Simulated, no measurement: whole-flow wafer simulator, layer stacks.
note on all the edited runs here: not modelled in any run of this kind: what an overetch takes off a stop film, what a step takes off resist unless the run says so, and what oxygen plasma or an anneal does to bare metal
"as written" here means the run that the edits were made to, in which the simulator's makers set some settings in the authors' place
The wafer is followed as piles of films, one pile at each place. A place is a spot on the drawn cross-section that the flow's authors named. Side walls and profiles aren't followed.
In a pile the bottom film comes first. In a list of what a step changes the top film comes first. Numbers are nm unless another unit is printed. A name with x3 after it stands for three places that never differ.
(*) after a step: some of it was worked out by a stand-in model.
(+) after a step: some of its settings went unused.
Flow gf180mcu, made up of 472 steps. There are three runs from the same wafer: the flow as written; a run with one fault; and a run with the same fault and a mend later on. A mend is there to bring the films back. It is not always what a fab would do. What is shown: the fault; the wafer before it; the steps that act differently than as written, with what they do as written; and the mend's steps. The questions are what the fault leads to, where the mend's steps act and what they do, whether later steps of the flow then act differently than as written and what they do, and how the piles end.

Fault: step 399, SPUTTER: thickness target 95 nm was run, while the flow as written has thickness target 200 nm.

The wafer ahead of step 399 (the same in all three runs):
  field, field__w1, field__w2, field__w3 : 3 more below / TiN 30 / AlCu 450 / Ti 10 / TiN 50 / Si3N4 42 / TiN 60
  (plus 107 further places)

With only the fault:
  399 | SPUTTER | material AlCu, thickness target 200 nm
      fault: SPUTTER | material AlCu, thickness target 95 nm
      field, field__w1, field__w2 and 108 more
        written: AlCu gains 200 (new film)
        fault: AlCu gains 95 (new film)
  Steps later in the flow that act otherwise than as written (1 more step, not shown, differs only slightly: by at most 2% or 0.5 nm, whichever is larger):
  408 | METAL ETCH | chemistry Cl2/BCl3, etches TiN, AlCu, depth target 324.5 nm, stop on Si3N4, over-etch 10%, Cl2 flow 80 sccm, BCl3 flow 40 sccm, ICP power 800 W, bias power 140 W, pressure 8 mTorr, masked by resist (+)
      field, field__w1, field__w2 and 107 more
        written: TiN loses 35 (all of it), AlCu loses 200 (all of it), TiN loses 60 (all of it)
        fault: TiN loses 35 (all of it), AlCu loses 95 (all of it), TiN loses 60 (all of it)
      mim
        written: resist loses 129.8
        fault: resist loses 83.6
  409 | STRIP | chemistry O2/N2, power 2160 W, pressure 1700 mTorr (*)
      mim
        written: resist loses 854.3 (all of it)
        fault: resist loses 900.5 (all of it)
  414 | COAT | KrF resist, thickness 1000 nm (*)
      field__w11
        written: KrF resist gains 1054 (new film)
        fault: KrF resist gains 1032.4 (new film)
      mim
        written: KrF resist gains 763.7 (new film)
        fault: KrF resist gains 845.2 (new film)
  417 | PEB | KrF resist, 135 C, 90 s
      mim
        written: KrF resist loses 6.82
        fault: KrF resist loses 8.11
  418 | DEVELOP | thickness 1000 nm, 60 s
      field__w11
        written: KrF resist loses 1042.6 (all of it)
        fault: KrF resist loses 1021.6 (all of it)
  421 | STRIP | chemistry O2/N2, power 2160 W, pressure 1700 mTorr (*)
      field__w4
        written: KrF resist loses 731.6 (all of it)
        fault: KrF resist loses 714.7 (all of it)
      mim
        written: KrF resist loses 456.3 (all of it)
        fault: KrF resist loses 536.5 (all of it)
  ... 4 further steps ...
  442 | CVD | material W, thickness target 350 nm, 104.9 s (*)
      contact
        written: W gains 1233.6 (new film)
        fault: W gains 1127.7 (new film)
  At field__w4, field__w8, contact, m1, m1__w1, mim, mim_1p0, m1_nw, the piles at the end differ from the flow's by more than 2% or 0.5 nm, whichever is larger.
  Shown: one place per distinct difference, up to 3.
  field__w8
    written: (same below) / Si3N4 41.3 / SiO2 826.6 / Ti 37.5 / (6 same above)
    fault: (same below) / Si3N4 41.3 / SiO2 721.6 / Ti 37.5 / (6 same above)
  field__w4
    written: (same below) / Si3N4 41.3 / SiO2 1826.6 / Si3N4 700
    fault: (same below) / Si3N4 41.3 / SiO2 1721.6 / Si3N4 700
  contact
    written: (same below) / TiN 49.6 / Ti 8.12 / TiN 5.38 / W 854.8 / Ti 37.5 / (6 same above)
    fault: (same below) / TiN 49.6 / Ti 8.63 / TiN 5.72 / W 749 / Ti 37.5 / (6 same above)

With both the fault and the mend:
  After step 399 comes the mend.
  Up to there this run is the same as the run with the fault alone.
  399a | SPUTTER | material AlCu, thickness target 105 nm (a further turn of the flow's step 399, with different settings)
      field, field__w1, field__w2 and 108 more
        AlCu gains 105
  None of the later steps of the flow acts differently than as written at any place that is followed.
  At every place that both follow, the piles at the end match the flow's.
